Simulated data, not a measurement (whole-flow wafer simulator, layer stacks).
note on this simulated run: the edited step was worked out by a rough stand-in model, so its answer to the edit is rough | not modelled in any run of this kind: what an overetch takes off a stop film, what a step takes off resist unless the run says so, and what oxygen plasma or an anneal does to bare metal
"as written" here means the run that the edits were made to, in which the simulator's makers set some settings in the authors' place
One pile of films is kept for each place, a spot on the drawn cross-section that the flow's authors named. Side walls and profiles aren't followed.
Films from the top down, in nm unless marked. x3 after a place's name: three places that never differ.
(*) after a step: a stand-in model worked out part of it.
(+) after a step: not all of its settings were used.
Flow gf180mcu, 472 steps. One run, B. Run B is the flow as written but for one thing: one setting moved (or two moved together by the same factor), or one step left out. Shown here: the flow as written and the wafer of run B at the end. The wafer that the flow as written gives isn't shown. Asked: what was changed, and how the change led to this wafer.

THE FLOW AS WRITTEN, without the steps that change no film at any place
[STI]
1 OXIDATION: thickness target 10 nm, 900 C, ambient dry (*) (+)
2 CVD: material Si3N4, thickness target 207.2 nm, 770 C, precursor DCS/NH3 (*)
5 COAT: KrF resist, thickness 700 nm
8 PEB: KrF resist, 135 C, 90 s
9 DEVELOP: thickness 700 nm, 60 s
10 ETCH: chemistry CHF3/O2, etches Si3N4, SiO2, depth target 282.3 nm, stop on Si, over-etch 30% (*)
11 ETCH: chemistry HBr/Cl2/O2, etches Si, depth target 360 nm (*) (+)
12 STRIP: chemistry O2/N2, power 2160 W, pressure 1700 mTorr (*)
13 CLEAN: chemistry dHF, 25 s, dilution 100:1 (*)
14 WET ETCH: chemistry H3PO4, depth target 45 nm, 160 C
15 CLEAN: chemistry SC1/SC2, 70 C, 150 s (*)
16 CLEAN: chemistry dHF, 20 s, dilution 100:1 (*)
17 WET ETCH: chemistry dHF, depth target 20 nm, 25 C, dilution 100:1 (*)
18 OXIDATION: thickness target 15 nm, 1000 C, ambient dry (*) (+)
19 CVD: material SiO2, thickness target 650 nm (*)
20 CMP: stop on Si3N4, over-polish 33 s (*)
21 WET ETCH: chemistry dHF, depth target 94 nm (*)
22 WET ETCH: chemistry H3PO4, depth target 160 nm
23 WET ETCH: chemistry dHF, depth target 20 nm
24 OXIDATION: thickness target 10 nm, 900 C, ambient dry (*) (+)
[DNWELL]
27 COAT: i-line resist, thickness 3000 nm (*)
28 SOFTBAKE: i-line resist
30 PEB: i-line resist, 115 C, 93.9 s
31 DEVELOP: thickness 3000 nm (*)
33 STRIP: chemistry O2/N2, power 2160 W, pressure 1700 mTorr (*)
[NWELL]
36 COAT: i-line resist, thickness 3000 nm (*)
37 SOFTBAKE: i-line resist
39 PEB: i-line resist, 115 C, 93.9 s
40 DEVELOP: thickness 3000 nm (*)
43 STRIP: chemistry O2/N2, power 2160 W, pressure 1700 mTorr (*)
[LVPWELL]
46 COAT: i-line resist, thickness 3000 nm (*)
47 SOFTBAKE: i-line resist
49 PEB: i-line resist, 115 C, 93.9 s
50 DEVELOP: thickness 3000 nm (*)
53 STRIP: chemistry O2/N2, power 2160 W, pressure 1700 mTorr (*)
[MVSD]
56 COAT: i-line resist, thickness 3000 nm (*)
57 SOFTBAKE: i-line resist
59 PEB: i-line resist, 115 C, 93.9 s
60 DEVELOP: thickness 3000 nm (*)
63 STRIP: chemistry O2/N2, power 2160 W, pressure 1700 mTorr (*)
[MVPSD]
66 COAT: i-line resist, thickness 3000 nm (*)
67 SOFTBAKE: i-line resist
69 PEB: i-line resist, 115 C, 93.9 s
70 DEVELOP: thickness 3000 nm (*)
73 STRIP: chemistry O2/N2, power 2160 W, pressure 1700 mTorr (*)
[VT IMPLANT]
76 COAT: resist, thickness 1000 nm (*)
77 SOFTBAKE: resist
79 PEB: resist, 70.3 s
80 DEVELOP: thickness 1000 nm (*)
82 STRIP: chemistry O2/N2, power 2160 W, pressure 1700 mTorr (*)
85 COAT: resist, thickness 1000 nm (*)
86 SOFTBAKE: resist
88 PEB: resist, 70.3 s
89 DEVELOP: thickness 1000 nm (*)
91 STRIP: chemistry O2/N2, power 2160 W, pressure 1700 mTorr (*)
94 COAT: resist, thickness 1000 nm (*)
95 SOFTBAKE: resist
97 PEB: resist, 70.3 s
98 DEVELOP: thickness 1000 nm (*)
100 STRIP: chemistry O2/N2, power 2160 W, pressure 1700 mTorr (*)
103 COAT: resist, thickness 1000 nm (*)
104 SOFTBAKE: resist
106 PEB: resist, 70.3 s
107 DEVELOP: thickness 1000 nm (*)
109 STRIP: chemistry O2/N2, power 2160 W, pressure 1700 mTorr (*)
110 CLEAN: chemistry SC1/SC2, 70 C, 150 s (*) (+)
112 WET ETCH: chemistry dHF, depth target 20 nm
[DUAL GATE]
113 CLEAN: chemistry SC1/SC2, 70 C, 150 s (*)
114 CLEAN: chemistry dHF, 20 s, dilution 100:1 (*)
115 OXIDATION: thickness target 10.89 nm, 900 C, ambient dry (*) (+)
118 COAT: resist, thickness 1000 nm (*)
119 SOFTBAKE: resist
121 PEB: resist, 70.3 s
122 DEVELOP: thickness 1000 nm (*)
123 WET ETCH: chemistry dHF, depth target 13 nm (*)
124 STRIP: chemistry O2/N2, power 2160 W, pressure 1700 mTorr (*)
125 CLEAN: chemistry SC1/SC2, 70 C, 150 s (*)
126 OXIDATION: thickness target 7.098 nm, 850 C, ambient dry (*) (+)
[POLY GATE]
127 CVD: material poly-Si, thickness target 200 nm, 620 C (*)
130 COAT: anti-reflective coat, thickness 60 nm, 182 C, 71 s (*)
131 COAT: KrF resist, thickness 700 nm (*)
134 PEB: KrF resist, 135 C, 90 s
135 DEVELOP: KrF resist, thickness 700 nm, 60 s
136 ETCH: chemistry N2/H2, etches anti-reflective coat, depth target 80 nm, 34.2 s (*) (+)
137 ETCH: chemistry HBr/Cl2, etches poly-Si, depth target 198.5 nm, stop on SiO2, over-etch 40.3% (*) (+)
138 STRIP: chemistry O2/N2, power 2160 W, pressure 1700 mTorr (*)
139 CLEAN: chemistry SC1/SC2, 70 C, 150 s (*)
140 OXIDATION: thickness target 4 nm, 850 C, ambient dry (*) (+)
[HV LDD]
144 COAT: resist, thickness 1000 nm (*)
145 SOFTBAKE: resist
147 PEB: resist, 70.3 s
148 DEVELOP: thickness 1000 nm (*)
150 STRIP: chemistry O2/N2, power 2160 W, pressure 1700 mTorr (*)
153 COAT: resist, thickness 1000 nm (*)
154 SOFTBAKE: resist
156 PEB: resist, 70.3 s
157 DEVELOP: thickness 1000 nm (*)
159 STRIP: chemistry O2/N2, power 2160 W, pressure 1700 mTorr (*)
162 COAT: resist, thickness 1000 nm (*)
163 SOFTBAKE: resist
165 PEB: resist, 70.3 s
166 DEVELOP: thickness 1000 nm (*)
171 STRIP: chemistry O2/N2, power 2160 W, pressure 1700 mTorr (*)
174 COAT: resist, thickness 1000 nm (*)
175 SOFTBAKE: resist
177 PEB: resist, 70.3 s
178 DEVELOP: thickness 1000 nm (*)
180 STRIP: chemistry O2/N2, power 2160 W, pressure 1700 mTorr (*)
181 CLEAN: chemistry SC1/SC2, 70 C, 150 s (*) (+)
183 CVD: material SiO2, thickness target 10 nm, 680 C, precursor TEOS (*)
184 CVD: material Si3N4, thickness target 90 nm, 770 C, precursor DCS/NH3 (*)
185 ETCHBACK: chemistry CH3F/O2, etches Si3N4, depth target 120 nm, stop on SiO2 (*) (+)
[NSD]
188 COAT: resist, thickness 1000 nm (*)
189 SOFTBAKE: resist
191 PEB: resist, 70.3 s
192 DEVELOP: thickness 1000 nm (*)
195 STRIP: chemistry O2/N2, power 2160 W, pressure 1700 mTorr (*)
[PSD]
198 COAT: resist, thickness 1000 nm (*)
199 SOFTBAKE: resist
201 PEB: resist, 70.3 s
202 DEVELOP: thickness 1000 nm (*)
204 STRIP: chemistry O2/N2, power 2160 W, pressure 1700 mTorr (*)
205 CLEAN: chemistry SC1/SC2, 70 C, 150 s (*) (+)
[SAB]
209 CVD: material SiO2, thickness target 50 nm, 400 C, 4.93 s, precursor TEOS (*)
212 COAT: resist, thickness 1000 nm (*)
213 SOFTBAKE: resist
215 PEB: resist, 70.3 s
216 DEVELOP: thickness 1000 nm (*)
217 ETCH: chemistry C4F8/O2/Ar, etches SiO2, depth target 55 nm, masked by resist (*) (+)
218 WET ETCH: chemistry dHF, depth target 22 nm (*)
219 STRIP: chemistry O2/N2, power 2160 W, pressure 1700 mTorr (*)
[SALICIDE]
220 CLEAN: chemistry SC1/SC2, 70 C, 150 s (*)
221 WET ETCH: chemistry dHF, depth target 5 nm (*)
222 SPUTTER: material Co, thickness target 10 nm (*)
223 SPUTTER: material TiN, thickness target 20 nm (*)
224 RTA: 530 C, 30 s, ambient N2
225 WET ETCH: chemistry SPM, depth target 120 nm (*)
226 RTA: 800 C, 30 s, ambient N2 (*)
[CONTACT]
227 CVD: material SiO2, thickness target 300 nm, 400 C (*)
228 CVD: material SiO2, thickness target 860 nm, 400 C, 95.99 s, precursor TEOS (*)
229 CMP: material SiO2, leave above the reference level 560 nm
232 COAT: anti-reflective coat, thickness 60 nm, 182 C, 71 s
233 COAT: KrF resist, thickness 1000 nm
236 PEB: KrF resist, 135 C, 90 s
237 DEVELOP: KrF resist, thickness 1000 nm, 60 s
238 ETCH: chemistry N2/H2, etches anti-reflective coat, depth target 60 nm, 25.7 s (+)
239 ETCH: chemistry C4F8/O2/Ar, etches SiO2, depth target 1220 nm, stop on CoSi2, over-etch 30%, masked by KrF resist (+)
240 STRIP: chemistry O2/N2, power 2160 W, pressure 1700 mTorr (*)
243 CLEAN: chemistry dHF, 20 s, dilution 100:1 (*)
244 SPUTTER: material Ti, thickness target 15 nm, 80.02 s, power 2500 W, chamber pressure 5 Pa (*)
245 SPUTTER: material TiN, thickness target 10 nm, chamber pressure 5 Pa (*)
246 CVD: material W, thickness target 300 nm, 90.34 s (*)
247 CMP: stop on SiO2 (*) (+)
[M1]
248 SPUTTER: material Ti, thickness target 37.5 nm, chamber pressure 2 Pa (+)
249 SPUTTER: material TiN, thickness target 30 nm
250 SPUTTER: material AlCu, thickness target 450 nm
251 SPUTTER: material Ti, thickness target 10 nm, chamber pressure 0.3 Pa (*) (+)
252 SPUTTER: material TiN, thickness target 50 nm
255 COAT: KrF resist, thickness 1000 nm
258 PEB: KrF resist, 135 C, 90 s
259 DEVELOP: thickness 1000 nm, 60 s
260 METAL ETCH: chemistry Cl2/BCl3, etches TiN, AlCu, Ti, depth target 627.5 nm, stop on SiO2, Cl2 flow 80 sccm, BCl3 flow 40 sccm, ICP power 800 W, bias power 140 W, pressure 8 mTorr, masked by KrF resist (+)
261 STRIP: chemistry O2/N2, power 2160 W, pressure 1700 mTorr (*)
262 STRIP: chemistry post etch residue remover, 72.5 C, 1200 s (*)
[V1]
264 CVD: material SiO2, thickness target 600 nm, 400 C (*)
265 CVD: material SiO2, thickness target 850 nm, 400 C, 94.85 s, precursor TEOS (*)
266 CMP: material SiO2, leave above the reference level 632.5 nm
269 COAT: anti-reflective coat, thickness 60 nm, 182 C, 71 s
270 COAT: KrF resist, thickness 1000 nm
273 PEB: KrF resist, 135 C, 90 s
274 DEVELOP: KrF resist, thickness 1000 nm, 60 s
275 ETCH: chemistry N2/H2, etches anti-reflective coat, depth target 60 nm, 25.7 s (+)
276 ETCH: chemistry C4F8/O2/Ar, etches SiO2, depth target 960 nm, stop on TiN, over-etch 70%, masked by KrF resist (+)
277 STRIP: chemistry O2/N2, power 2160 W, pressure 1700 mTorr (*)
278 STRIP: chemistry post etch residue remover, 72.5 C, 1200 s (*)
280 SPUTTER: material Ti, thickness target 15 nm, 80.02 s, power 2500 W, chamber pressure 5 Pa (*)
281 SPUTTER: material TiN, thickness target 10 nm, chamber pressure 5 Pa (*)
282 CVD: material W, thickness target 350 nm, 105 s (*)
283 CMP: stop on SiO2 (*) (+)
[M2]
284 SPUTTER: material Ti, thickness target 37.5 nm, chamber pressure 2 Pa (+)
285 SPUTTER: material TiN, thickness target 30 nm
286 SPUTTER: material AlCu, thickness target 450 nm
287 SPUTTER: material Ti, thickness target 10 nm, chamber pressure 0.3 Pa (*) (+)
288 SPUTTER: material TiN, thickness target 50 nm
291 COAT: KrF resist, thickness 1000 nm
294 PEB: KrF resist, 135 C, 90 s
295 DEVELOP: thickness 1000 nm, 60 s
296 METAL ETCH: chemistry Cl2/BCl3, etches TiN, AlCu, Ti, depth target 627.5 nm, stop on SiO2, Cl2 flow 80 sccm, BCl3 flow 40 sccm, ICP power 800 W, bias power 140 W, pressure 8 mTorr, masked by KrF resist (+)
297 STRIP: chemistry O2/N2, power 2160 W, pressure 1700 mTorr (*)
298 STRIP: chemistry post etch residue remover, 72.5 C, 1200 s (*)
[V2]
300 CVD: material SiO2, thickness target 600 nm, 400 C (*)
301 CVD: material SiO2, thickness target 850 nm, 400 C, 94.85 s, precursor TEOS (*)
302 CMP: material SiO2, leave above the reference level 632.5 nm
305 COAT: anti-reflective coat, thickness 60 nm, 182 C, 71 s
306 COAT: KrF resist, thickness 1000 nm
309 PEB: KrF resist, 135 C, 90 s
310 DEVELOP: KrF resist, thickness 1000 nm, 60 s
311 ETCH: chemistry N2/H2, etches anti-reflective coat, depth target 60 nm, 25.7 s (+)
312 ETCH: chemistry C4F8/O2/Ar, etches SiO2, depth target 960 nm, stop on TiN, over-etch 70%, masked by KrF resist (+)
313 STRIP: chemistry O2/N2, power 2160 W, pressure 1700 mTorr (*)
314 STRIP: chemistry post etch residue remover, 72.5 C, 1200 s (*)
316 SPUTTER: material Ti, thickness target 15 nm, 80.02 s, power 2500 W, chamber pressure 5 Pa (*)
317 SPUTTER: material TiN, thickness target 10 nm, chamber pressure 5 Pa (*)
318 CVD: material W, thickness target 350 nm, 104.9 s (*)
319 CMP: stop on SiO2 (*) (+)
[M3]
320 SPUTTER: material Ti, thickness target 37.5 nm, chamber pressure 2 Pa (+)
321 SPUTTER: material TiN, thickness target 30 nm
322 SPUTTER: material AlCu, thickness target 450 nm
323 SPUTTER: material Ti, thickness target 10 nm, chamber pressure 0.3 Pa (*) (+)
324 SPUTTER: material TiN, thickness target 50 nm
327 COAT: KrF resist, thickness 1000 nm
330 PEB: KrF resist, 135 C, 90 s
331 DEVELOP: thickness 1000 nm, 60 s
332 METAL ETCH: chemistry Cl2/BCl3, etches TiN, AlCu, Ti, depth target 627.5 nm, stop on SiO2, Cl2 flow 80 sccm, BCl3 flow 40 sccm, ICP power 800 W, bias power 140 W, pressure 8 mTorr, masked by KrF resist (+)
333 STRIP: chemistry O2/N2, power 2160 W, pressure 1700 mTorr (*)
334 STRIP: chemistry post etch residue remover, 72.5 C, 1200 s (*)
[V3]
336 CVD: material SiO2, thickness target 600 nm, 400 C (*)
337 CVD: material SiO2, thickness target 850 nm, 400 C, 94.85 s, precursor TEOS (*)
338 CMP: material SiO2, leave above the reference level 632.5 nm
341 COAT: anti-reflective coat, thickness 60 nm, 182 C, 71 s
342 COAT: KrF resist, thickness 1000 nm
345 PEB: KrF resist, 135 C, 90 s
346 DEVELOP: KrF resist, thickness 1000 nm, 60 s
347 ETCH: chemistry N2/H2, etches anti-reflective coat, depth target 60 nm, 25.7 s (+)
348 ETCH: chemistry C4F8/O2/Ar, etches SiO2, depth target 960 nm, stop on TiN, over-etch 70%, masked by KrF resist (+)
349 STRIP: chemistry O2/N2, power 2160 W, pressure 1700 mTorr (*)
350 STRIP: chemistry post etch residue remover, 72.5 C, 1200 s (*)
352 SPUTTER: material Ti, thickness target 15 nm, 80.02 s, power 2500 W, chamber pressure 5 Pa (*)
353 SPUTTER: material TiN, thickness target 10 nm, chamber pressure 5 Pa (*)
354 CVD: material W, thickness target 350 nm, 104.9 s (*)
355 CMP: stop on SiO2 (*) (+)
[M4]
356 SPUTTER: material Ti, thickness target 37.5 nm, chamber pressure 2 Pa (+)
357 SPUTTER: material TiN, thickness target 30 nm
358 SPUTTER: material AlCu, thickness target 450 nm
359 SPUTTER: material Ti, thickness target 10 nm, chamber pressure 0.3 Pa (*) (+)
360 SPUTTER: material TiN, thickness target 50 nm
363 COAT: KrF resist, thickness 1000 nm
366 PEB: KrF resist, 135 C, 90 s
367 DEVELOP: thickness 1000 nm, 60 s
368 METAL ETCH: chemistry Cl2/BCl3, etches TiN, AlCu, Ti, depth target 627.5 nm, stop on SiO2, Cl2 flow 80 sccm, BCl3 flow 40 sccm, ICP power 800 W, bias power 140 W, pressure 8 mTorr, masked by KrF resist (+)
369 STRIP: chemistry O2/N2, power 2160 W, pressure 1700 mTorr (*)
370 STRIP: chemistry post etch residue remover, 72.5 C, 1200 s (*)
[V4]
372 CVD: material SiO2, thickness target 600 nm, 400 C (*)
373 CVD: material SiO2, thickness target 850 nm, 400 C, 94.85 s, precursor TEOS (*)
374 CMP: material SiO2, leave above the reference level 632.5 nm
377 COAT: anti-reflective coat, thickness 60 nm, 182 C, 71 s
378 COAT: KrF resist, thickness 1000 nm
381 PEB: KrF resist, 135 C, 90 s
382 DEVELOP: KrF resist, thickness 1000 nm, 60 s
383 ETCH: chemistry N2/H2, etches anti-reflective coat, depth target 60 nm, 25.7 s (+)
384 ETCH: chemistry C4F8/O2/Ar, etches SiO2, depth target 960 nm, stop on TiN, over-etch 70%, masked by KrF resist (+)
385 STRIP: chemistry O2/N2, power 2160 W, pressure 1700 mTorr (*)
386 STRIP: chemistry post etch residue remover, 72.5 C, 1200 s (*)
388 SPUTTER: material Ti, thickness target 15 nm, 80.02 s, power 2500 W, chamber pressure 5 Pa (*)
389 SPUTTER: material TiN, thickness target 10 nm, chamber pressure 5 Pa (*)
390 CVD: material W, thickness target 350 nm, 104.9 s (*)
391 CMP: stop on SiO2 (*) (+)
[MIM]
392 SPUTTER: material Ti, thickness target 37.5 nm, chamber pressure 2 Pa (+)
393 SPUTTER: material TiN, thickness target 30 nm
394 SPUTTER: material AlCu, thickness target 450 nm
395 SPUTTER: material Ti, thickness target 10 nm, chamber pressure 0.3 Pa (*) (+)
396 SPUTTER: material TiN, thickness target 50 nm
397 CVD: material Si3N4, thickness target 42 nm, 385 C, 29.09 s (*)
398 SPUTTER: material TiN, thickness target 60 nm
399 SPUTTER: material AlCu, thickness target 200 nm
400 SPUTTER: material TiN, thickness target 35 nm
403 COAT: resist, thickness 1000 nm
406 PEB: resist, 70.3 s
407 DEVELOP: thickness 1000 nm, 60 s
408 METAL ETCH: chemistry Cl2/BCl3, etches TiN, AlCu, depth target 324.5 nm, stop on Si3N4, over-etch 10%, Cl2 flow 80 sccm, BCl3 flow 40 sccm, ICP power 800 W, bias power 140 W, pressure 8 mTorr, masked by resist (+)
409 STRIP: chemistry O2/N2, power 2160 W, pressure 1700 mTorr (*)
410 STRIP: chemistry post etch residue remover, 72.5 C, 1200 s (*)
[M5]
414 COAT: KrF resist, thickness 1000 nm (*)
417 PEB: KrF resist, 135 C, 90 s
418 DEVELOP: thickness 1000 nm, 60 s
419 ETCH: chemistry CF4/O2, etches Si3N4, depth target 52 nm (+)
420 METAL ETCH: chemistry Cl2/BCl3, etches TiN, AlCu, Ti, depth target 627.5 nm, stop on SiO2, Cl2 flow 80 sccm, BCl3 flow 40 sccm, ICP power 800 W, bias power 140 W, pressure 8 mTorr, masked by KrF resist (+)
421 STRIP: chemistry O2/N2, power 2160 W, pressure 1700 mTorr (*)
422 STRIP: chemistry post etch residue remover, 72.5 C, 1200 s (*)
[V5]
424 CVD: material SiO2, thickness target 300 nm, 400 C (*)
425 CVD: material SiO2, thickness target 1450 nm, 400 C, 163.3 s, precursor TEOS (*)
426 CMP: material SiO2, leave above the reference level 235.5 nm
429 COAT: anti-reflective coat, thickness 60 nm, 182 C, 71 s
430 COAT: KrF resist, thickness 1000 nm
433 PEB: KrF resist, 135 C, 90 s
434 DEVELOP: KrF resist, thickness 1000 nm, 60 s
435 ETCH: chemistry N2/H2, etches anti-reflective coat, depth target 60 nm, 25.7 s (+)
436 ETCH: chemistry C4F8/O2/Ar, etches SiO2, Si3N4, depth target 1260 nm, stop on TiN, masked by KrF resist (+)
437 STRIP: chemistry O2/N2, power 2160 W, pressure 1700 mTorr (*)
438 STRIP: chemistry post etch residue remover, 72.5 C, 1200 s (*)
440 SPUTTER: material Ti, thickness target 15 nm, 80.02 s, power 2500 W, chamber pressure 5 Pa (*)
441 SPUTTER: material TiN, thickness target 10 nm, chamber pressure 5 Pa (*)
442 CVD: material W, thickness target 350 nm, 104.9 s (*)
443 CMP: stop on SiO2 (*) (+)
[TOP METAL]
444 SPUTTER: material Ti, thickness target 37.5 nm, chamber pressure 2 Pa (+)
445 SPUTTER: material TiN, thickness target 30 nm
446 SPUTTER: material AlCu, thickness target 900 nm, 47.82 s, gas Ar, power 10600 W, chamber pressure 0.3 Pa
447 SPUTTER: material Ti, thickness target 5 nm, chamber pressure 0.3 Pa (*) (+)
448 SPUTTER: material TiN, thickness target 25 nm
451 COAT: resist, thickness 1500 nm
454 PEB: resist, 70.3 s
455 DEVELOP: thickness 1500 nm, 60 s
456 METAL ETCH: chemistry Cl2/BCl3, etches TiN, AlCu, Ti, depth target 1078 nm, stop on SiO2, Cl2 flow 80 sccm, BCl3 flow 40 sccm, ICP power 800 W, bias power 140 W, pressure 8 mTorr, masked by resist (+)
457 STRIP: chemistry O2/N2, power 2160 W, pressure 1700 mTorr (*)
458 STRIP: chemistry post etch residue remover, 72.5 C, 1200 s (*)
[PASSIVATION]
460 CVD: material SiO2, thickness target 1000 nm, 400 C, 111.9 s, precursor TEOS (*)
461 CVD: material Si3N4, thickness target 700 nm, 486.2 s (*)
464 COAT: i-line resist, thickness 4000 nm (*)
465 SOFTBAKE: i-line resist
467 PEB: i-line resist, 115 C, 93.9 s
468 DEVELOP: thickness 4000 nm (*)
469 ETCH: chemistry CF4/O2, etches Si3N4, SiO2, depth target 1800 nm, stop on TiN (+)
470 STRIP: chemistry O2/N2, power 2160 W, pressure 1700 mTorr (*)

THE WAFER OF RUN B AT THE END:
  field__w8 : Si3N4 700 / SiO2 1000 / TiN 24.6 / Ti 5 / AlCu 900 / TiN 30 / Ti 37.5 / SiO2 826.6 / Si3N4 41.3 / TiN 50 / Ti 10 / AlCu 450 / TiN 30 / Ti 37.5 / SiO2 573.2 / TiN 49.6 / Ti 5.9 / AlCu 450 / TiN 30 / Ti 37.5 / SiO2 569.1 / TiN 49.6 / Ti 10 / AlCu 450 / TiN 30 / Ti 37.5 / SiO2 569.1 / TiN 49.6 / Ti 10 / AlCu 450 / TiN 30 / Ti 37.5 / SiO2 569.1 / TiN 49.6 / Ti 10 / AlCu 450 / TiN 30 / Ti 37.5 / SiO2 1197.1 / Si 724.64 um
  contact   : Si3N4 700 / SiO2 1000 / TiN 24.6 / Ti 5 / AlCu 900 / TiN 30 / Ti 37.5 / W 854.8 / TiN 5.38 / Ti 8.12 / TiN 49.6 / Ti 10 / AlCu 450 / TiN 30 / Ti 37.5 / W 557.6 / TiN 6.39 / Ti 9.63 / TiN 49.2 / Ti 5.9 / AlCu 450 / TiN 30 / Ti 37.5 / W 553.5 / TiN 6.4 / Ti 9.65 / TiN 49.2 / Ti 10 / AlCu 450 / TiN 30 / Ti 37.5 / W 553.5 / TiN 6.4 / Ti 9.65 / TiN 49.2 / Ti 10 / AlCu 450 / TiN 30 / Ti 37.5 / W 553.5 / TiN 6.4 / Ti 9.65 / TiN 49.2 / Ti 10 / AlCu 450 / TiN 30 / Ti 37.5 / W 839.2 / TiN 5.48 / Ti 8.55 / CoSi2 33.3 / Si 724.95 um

The cause: step 359, SPUTTER: thickness target 5.9 nm was run, where the flow has thickness target 10 nm.
It can be read off the wafer: field__w8 has Ti 5.9, and step 359 as written asks for 10 nm.

How the change led to this, step by step:
  359 SPUTTER: material Ti, thickness target 10 nm, chamber pressure 0.3 Pa (*) (+)
      field, field__w1, field__w2 and 108 more: Ti +5.9 (new film) (as written it would be: Ti +10 (new film))
  368 METAL ETCH: chemistry Cl2/BCl3, etches TiN, AlCu, Ti, depth target 627.5 nm, stop on SiO2, Cl2 flow 80 sccm, BCl3 flow 40 sccm, ICP power 800 W, bias power 140 W, pressure 8 mTorr, masked by KrF resist (+)
      field, field__w1, field__w2 and 103 more: TiN -50 (all of it), Ti -5.9 (all of it), AlCu -450 (all of it), TiN -30 (all of it), Ti -37.5 (all of it) (as written it would be: TiN -50 (all of it), Ti -10 (all of it), AlCu -450 (all of it), TiN -30 (all of it), Ti -37.5 (all of it))
